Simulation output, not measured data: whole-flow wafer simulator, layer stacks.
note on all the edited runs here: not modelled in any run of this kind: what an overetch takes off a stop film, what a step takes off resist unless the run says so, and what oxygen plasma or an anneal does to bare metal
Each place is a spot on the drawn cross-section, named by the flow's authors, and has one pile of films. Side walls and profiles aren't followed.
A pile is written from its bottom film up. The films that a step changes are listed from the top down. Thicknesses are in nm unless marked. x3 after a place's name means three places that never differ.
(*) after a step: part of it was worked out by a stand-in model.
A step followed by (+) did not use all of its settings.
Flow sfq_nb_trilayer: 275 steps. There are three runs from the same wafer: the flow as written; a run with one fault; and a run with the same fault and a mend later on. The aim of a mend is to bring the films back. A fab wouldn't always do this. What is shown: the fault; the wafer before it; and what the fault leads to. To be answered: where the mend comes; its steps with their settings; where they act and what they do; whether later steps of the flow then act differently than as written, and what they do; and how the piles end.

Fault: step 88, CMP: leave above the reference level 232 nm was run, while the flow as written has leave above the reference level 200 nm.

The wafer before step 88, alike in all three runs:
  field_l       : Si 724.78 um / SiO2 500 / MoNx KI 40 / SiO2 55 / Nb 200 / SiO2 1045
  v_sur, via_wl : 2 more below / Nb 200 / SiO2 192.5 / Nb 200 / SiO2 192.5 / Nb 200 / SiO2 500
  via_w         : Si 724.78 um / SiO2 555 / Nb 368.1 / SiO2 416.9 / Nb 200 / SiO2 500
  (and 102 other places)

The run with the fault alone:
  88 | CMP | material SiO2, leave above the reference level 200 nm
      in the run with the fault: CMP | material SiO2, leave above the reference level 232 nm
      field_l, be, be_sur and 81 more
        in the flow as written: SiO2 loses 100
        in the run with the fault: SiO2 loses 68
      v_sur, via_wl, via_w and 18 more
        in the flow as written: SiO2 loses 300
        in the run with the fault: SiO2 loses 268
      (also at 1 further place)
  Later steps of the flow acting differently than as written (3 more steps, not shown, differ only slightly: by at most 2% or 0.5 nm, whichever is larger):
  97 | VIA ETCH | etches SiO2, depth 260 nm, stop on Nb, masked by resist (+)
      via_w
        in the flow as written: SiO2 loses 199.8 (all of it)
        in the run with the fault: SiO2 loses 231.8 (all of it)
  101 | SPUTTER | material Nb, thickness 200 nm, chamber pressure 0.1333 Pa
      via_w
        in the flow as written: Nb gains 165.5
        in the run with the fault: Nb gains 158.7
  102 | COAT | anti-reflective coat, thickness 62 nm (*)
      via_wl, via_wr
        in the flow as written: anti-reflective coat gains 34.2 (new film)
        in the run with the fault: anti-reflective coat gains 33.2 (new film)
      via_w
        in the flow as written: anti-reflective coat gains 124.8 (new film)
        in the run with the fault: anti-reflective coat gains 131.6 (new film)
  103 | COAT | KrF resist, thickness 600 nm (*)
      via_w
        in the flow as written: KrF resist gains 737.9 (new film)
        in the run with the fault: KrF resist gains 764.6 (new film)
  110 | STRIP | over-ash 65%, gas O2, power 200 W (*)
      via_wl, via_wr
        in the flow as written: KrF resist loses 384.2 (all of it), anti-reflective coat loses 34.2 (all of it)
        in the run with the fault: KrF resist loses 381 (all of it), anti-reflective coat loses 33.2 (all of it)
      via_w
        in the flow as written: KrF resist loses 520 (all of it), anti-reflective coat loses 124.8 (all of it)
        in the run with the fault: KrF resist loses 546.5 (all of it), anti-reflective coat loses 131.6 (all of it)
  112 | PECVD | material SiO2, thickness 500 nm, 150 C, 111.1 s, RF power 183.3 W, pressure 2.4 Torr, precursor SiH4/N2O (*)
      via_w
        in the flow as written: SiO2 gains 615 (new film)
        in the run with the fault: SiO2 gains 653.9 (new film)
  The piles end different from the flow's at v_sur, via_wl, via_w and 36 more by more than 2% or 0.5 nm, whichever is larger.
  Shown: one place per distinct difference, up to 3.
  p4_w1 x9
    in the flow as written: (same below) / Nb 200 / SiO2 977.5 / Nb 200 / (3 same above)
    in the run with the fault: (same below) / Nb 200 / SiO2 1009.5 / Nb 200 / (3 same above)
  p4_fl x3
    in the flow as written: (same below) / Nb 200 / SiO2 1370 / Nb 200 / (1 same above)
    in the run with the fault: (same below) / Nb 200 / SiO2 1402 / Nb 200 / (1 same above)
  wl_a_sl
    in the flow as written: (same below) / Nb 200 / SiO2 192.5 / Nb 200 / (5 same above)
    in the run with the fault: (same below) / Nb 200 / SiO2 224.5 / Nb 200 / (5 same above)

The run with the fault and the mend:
  The mend stands after step 95.
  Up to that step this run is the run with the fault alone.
  95a | STRIP | over-ash 65%, gas O2, power 200 W (*)
      field_l, v_sur, via_wl and 102 more
        KrF resist loses 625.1 (all of it), anti-reflective coat loses 62 (all of it)
      via_w
        anti-reflective coat loses 62 (all of it)
  95b | CMP | material SiO2, leave above the reference level 200 nm (the flow's step 88, run once more)
      field_l, v_sur, via_wl and 103 more
        SiO2 loses 32
  95c | COAT | anti-reflective coat, thickness 62 nm (the flow's step 90, run once more)
      field_l, v_sur, via_wl and 103 more
        anti-reflective coat gains 62 (new film)
  95d | COAT | KrF resist, thickness 650 nm (the flow's step 91, run once more)
      field_l, v_sur, via_wl and 103 more
        KrF resist gains 650 (new film)
  95e | SOFTBAKE | KrF resist (the flow's step 92, run once more)
      alters no film at any place that is followed
  95f | EXPOSE | photomask I2, dose 11.91 mJ/cm2, NA 0.6, wavelength 248 nm (*) (the flow's step 93, run once more)
      alters no film at any place that is followed
  95g | PEB | KrF resist, 90 s (the flow's step 94, run once more)
      field_l, v_sur, via_wl and 103 more
        KrF resist loses 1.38
  95h | DEVELOP | KrF resist, thickness 650 nm, 60 s (the flow's step 95, run once more)
      field_l, v_sur, via_wl and 102 more
        KrF resist loses 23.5
      via_w
        KrF resist loses 648.6 (all of it)
  None of the later steps of the flow acts differently than as written at any place that is followed.
  At every place that both follow, the piles at the end match the flow's.
